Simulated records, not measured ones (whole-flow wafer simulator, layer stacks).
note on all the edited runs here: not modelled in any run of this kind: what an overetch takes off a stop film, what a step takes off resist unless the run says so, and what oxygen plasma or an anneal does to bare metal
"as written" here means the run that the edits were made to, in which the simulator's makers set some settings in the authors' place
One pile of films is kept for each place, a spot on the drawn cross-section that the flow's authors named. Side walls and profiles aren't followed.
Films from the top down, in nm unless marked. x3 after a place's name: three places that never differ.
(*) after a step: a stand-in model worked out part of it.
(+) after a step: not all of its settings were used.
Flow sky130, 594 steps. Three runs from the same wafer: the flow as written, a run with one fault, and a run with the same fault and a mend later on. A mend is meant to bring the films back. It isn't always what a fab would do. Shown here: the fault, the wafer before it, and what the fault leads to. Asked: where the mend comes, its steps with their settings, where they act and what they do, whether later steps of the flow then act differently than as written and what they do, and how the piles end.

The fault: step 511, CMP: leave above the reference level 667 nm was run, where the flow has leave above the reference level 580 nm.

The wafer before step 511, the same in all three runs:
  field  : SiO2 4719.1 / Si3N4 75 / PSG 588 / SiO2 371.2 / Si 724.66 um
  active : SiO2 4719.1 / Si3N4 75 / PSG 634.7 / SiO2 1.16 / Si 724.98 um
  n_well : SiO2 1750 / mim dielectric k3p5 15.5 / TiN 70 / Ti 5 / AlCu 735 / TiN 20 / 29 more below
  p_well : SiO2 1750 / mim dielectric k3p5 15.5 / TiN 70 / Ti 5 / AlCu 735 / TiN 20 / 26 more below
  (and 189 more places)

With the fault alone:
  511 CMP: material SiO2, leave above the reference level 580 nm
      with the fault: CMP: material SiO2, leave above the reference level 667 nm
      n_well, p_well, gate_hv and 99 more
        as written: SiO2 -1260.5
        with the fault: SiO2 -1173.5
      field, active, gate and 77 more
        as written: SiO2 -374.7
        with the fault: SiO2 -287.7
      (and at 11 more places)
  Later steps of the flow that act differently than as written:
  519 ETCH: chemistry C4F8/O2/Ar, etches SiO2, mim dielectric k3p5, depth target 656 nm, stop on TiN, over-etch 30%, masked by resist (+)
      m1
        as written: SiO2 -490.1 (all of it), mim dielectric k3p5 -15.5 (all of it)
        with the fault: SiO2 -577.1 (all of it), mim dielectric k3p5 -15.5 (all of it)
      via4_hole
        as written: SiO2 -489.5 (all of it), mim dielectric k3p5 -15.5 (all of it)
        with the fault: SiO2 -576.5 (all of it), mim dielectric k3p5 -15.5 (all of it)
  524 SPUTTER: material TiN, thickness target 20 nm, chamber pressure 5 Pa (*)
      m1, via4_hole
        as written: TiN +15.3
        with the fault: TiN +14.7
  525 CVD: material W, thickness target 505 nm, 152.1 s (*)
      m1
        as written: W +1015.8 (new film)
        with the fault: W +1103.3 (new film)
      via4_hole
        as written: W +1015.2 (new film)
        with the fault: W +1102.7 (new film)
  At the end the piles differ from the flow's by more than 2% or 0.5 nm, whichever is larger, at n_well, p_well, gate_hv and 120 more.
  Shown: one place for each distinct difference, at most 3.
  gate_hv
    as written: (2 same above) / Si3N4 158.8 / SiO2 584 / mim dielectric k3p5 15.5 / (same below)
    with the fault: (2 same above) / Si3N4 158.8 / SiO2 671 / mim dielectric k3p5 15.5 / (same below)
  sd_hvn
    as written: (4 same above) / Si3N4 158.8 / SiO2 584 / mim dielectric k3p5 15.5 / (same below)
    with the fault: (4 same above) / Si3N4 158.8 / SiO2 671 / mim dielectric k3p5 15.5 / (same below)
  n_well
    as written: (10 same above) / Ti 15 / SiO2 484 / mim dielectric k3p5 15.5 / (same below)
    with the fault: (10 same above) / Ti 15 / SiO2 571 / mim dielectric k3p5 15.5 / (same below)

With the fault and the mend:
  The mend comes after step 511.
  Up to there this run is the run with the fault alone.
  511a CMP: material SiO2, leave above the reference level 580 nm (the flow's step 511 once more)
      field, active, n_well and 190 more
        SiO2 -87
  No later step of the flow acts differently than as written at any place that is followed.
  At the end the piles are the same as the flow's at every place that both follow.
